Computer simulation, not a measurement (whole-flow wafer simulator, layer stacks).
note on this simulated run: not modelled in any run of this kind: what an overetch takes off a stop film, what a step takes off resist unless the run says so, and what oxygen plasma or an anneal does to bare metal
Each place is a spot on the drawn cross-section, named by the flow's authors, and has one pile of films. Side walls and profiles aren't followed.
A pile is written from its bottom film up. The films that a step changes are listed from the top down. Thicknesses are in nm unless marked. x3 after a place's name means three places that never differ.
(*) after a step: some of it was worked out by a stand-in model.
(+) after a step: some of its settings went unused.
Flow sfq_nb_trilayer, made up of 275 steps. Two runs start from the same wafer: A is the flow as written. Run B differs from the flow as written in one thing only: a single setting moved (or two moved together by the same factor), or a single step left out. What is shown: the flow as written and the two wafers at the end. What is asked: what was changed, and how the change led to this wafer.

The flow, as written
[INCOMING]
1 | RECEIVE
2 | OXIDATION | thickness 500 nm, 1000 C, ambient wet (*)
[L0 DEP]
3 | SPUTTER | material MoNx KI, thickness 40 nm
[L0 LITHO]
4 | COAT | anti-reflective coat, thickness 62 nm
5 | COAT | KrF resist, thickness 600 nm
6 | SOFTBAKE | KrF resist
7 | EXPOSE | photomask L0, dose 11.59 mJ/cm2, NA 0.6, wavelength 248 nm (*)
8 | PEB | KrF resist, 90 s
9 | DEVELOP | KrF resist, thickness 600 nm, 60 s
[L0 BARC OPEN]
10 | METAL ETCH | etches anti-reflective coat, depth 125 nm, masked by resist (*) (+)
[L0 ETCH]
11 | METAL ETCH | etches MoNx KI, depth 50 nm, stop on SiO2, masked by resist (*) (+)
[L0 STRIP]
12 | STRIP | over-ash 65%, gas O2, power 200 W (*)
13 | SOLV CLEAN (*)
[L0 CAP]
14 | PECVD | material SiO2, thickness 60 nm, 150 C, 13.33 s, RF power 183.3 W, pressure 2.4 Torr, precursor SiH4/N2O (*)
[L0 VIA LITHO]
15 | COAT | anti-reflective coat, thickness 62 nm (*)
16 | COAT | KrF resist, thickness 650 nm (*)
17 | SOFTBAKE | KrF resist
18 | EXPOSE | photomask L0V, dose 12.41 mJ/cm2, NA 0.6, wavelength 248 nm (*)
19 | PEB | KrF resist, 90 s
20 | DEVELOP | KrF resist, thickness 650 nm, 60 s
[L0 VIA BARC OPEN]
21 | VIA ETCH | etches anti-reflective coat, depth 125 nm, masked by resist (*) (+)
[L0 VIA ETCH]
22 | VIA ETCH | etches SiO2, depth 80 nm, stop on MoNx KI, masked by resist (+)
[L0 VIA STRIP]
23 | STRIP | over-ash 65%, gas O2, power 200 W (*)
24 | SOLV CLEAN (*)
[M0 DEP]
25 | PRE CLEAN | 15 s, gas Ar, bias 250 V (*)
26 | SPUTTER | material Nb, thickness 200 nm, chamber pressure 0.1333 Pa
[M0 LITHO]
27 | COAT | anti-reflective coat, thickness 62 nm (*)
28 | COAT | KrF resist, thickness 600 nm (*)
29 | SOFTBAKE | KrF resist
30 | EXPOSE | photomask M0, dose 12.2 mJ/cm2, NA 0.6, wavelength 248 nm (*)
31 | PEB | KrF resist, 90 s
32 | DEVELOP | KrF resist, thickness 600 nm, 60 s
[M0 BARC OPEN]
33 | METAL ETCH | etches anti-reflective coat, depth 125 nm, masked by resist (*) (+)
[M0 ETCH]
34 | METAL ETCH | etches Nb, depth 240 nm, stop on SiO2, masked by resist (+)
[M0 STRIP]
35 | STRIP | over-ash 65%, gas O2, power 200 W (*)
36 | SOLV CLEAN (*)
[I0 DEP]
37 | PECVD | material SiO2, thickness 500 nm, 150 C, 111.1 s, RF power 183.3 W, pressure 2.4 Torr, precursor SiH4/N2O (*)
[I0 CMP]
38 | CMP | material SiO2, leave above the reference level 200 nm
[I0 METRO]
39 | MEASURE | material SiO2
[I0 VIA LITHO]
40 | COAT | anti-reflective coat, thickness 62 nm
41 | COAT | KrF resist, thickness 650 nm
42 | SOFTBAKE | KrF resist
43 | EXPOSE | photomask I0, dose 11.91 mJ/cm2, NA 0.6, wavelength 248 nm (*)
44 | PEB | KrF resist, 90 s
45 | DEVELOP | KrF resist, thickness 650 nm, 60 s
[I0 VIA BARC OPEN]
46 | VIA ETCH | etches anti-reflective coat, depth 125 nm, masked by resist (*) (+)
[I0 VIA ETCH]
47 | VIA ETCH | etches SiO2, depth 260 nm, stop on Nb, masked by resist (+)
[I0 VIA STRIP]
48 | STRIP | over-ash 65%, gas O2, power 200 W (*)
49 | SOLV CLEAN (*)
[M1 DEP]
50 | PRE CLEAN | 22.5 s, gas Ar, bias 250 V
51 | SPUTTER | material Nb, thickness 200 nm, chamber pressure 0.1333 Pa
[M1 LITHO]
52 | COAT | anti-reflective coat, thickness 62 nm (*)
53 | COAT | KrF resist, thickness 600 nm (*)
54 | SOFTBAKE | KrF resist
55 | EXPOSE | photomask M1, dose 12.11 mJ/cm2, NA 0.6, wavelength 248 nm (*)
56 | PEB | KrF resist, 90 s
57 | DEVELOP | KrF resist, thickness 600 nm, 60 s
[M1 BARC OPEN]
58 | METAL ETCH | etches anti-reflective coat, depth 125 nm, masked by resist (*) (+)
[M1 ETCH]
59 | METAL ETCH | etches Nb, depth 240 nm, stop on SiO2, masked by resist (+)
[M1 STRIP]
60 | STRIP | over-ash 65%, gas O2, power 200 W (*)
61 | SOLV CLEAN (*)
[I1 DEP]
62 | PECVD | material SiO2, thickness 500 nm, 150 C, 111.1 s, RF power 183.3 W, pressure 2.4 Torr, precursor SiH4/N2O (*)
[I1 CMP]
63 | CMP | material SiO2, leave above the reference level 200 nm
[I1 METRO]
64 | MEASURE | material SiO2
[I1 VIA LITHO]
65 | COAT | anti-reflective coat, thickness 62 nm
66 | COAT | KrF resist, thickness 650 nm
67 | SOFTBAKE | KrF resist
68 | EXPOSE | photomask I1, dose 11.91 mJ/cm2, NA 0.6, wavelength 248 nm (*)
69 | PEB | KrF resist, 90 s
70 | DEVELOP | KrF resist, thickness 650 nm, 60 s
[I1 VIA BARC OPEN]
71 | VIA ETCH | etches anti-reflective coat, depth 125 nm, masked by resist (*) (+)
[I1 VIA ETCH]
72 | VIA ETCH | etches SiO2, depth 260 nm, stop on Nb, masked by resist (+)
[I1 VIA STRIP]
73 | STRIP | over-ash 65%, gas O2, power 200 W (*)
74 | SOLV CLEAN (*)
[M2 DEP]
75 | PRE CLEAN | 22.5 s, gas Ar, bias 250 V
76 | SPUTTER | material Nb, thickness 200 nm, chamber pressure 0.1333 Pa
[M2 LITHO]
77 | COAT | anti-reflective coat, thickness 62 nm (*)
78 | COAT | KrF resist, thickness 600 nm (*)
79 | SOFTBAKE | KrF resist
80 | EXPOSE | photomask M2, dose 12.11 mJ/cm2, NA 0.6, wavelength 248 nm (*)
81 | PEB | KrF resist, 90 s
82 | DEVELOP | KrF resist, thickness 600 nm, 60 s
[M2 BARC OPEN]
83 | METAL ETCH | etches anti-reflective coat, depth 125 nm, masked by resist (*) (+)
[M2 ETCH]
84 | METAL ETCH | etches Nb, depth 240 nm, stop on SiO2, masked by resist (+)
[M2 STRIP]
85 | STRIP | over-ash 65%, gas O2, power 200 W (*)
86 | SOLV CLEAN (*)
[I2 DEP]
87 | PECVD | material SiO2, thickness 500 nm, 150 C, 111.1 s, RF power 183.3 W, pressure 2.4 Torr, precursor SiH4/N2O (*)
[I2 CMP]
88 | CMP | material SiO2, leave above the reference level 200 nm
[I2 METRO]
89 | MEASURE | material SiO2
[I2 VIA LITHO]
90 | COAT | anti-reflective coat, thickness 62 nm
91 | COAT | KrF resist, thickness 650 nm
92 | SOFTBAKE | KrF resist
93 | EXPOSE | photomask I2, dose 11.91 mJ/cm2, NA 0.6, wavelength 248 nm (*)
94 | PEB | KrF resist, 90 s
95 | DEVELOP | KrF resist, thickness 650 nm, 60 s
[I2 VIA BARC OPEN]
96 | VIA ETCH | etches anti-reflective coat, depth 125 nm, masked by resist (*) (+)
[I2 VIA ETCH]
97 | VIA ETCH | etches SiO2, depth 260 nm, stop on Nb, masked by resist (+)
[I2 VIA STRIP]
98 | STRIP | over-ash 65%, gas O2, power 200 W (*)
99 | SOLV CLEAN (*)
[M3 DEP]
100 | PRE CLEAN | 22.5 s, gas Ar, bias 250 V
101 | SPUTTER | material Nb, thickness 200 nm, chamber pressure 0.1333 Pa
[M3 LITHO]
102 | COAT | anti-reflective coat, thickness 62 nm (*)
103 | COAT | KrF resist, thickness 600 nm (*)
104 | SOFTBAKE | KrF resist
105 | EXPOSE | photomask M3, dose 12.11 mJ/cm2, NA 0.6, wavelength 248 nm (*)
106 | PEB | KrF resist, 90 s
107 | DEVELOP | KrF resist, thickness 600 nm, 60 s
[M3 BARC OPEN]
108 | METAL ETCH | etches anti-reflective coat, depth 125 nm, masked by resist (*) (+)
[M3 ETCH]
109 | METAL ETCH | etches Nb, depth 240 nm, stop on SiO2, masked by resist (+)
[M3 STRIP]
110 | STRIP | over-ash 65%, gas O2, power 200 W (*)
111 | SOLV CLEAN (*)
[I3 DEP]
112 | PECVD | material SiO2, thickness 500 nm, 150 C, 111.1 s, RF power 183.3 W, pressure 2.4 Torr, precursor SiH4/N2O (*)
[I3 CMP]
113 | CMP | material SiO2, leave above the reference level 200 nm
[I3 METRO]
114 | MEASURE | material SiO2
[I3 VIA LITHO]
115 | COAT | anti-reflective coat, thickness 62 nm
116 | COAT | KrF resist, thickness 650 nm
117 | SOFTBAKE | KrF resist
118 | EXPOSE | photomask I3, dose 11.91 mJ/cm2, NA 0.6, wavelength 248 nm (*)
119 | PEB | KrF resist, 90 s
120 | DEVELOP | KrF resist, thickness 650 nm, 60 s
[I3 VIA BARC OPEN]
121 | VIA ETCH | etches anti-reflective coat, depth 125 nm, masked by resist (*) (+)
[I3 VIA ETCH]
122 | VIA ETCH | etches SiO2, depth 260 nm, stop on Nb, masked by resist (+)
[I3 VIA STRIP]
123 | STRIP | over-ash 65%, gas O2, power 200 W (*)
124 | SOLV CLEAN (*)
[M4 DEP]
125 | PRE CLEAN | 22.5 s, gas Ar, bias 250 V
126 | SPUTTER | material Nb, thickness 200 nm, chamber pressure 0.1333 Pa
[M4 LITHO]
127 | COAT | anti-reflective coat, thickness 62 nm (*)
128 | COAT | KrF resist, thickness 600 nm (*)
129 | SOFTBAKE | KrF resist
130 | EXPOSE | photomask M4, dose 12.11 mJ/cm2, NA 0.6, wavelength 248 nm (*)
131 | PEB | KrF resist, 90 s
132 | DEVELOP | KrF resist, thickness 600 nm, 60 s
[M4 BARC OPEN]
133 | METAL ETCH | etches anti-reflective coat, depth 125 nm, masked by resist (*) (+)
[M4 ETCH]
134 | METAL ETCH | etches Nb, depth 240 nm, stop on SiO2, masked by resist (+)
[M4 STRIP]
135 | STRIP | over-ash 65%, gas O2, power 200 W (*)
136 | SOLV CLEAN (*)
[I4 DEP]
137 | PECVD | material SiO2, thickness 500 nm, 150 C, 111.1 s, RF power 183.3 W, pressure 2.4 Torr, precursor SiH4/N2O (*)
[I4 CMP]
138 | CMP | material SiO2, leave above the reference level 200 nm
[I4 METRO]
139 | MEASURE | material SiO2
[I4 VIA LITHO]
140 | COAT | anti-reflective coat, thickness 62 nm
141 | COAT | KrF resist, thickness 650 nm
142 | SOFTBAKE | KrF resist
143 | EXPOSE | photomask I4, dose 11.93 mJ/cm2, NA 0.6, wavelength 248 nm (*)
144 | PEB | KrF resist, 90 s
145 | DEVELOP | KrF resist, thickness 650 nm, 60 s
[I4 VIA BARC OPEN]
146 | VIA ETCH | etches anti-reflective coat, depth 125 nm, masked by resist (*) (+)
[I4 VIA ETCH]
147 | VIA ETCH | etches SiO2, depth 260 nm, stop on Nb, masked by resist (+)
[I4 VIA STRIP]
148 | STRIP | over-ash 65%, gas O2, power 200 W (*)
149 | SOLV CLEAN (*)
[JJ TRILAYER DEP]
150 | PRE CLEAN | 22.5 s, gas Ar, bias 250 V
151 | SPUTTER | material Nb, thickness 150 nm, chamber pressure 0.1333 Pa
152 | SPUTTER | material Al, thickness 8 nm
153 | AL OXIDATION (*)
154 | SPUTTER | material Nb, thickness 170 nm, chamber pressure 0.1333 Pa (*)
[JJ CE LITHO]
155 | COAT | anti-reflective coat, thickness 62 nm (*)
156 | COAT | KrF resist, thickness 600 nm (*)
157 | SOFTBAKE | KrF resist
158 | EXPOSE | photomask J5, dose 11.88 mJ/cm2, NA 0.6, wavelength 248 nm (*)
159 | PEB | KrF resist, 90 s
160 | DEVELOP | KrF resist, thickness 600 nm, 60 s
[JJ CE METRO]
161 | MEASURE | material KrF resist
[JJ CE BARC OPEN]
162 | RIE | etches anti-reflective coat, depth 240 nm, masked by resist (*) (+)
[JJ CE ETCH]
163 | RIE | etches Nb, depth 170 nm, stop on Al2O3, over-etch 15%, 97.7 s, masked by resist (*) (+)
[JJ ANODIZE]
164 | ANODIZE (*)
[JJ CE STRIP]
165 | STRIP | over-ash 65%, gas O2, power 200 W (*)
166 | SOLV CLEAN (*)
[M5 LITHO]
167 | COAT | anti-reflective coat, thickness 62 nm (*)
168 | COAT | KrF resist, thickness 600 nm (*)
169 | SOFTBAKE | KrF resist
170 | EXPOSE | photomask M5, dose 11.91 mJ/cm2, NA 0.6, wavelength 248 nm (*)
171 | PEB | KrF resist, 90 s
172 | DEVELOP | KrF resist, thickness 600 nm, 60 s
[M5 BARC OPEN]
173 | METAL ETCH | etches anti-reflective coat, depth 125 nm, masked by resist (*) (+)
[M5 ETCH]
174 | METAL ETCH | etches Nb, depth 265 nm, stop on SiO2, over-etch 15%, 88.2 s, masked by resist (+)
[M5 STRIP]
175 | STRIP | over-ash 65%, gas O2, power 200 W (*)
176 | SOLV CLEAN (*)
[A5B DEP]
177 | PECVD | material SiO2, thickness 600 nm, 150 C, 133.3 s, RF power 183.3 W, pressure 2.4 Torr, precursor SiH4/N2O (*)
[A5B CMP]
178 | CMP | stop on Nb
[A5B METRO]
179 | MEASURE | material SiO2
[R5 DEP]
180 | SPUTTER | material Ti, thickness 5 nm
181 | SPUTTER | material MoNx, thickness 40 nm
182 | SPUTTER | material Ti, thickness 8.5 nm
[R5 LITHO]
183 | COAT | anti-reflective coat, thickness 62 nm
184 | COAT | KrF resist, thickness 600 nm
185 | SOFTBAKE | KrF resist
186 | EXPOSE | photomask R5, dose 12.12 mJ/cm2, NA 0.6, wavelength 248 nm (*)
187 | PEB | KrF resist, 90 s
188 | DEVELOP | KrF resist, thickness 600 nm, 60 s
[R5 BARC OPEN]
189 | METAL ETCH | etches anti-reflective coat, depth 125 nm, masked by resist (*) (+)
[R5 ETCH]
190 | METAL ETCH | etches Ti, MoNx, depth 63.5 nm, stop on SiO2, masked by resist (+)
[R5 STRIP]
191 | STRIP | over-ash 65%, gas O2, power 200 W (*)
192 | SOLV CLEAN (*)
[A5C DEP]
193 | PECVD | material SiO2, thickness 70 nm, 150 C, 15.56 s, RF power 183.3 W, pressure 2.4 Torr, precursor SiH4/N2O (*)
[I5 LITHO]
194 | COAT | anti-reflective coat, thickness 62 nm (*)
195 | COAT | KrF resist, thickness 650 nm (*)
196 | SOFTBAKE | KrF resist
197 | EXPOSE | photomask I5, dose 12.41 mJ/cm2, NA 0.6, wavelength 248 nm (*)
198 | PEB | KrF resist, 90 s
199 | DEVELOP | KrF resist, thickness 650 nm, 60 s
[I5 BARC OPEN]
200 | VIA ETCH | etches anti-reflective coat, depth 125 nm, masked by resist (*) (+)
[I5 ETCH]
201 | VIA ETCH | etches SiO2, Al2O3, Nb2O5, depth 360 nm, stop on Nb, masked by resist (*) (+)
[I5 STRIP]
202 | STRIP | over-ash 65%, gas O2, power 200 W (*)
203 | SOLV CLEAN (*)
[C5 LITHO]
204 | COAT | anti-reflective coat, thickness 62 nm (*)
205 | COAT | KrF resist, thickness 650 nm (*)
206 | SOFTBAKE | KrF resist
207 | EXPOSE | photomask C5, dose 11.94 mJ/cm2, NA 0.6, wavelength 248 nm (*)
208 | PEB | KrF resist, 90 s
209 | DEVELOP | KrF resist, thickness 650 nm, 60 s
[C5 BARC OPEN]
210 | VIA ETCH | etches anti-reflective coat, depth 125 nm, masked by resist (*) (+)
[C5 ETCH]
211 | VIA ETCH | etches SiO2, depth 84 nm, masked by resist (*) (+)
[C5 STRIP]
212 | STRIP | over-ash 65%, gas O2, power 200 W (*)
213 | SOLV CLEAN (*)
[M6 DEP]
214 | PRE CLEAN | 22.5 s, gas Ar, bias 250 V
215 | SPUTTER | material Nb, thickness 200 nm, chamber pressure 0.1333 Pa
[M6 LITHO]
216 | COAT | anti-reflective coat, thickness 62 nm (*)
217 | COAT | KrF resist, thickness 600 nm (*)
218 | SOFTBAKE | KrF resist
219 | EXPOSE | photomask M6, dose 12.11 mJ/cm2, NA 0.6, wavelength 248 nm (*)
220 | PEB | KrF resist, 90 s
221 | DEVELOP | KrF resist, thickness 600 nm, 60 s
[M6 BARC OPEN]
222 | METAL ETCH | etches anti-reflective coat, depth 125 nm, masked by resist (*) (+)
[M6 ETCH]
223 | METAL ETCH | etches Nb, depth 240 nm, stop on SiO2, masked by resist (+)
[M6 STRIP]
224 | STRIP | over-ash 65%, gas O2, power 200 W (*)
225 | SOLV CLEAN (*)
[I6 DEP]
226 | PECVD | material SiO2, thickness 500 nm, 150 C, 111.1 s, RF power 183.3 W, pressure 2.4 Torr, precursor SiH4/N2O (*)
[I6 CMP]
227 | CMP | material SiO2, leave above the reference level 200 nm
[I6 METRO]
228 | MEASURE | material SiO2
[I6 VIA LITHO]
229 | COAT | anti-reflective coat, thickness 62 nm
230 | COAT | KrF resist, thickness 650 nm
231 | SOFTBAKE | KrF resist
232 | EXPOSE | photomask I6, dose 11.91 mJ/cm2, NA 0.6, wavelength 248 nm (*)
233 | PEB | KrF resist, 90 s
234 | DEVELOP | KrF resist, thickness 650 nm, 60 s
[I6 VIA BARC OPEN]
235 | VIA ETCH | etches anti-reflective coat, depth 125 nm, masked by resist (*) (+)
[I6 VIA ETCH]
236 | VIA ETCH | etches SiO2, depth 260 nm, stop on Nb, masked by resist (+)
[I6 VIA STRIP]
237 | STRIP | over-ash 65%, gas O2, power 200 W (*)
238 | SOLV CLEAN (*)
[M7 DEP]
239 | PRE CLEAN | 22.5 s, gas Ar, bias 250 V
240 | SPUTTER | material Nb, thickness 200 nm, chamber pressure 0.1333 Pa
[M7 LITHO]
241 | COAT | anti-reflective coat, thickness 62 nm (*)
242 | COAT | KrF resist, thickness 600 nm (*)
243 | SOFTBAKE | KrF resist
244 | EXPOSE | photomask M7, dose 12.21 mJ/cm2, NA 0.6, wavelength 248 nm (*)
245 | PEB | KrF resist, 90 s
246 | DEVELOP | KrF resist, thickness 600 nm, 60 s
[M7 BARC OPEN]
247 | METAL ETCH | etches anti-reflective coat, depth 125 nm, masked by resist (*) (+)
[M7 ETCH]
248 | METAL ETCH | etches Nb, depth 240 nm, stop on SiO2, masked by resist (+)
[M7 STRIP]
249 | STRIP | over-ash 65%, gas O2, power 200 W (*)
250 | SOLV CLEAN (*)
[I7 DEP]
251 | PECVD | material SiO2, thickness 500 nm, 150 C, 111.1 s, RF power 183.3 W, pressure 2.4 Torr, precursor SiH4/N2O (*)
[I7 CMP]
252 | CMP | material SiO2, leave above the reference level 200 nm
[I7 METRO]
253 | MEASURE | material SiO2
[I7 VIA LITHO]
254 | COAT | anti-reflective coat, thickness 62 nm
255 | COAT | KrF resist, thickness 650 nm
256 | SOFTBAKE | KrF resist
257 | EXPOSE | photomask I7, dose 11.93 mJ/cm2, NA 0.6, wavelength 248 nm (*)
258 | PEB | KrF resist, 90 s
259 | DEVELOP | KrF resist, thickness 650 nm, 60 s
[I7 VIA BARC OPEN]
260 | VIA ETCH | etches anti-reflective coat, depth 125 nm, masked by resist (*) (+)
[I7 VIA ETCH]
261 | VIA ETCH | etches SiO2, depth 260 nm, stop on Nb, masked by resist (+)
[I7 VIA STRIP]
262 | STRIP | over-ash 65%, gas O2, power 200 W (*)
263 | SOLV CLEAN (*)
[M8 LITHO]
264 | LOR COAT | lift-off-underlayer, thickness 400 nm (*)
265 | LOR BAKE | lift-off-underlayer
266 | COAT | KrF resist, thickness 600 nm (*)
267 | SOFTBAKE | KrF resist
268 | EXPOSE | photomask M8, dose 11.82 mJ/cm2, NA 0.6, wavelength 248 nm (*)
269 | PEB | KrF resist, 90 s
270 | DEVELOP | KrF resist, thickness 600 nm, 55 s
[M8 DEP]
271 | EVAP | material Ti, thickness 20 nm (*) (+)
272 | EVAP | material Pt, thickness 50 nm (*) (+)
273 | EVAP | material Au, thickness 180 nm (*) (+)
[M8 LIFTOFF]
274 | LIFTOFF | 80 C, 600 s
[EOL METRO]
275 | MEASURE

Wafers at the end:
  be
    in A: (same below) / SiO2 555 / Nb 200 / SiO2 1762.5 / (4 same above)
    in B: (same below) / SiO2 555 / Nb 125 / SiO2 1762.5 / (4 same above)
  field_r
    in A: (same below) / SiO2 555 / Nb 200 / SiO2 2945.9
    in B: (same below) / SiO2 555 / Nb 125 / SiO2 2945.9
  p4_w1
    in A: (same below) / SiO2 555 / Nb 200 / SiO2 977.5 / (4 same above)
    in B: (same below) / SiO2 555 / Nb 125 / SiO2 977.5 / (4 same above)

Cause: step 26, SPUTTER: thickness 125 nm was run, while the flow as written has thickness 200 nm.
One can read it off the wafer: be has Nb 125, and step 26 as written asks for 200 nm.

How this came from the change, step by step:
  26 | SPUTTER | material Nb, thickness 200 nm, chamber pressure 0.1333 Pa
      field_l, via_wl, via_w and 100 more: A Nb gains 200 (new film) | B Nb gains 125 (new film)
      v_sur: A Nb gains 200 (new film) | B Nb gains 121.2 (new film)
      (as well as at 2 more places)
  27 | COAT | anti-reflective coat, thickness 62 nm (*)
      v_sur: A anti-reflective coat gains 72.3 (new film) | B anti-reflective coat gains 74.2 (new film)
  34 | METAL ETCH | etches Nb, depth 240 nm, stop on SiO2, masked by resist (+)
      field_l, v_sur, via_wl and 100 more: A KrF resist loses 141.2 | B KrF resist loses 110.3
      moat, m0r_space_l, m0r_space_r: A Nb loses 200 (all of it) | B Nb loses 125 (all of it)
  35 | STRIP | over-ash 65%, gas O2, power 200 W (*)
      p4_fl, p4_fm, p4_w1 and 68 more: A KrF resist loses 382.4 (all of it), anti-reflective coat loses 62 (all of it) | B KrF resist loses 413.3 (all of it), anti-reflective coat loses 62 (all of it)
      ce_r, sp_r, be_r, r_sur: A KrF resist loses 389 (all of it), anti-reflective coat loses 63.6 (all of it) | B KrF resist loses 419.8 (all of it), anti-reflective coat loses 63.6 (all of it)
      (as well as at 28 more places)
  37 | PECVD | material SiO2, thickness 500 nm, 150 C, 111.1 s, RF power 183.3 W, pressure 2.4 Torr, precursor SiH4/N2O (*)
      moat, m0r_space_l, m0r_space_r: A SiO2 gains 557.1 | B SiO2 gains 500
  38 | CMP | material SiO2, leave above the reference level 200 nm
      moat, m0r_space_l, m0r_space_r: A SiO2 loses 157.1 | B SiO2 loses 175
